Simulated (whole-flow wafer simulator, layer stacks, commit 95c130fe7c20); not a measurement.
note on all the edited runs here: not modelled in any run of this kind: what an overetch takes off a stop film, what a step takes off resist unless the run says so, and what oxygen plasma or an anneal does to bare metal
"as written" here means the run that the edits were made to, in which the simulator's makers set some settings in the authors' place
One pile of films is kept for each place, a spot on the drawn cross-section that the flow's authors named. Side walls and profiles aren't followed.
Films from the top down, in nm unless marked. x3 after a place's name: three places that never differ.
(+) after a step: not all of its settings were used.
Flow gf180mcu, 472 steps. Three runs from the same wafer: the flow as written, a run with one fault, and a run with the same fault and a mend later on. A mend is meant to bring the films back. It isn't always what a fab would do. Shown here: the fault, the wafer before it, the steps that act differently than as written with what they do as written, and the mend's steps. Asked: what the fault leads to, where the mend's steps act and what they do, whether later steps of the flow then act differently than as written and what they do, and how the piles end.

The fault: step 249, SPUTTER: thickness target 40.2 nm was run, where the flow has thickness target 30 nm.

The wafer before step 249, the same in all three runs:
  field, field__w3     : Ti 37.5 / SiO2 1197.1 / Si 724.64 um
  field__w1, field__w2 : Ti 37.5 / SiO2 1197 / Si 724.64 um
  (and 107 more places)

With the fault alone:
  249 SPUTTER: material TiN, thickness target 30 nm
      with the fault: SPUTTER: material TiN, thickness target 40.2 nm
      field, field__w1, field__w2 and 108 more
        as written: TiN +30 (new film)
        with the fault: TiN +40.2 (new film)
  Later steps of the flow that act differently than as written:
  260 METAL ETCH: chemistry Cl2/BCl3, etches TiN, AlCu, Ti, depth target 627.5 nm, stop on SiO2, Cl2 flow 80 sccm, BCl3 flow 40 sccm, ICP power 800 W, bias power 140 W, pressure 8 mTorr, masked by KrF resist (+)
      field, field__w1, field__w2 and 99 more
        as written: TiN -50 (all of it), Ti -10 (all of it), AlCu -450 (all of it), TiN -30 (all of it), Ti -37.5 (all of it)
        with the fault: TiN -50 (all of it), Ti -10 (all of it), AlCu -450 (all of it), TiN -40.2 (all of it), Ti -37.5 (all of it)
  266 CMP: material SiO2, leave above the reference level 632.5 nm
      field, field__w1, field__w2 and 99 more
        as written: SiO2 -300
        with the fault: SiO2 -289.8
  At the end the piles differ from the flow's by more than 2% or 0.5 nm, whichever is larger, at field__w8, contact, m1 and 6 more.
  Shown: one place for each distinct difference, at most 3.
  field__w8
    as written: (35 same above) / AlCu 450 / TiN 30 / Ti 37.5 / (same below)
    with the fault: (35 same above) / AlCu 450 / TiN 40.2 / Ti 37.5 / (same below)
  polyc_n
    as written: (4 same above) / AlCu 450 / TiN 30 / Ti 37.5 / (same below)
    with the fault: (4 same above) / AlCu 450 / TiN 40.2 / Ti 37.5 / (same below)
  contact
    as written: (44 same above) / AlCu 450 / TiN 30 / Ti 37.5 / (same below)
    with the fault: (44 same above) / AlCu 450 / TiN 40.2 / Ti 37.5 / (same below)

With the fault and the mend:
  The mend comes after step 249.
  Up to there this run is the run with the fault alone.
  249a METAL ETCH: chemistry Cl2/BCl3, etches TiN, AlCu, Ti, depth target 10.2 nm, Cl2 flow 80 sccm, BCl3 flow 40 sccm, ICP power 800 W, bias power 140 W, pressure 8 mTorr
      field, field__w1, field__w2 and 108 more
        TiN -10.2
  No later step of the flow acts differently than as written at any place that is followed.
  At the end the piles are the same as the flow's at every place that both follow.
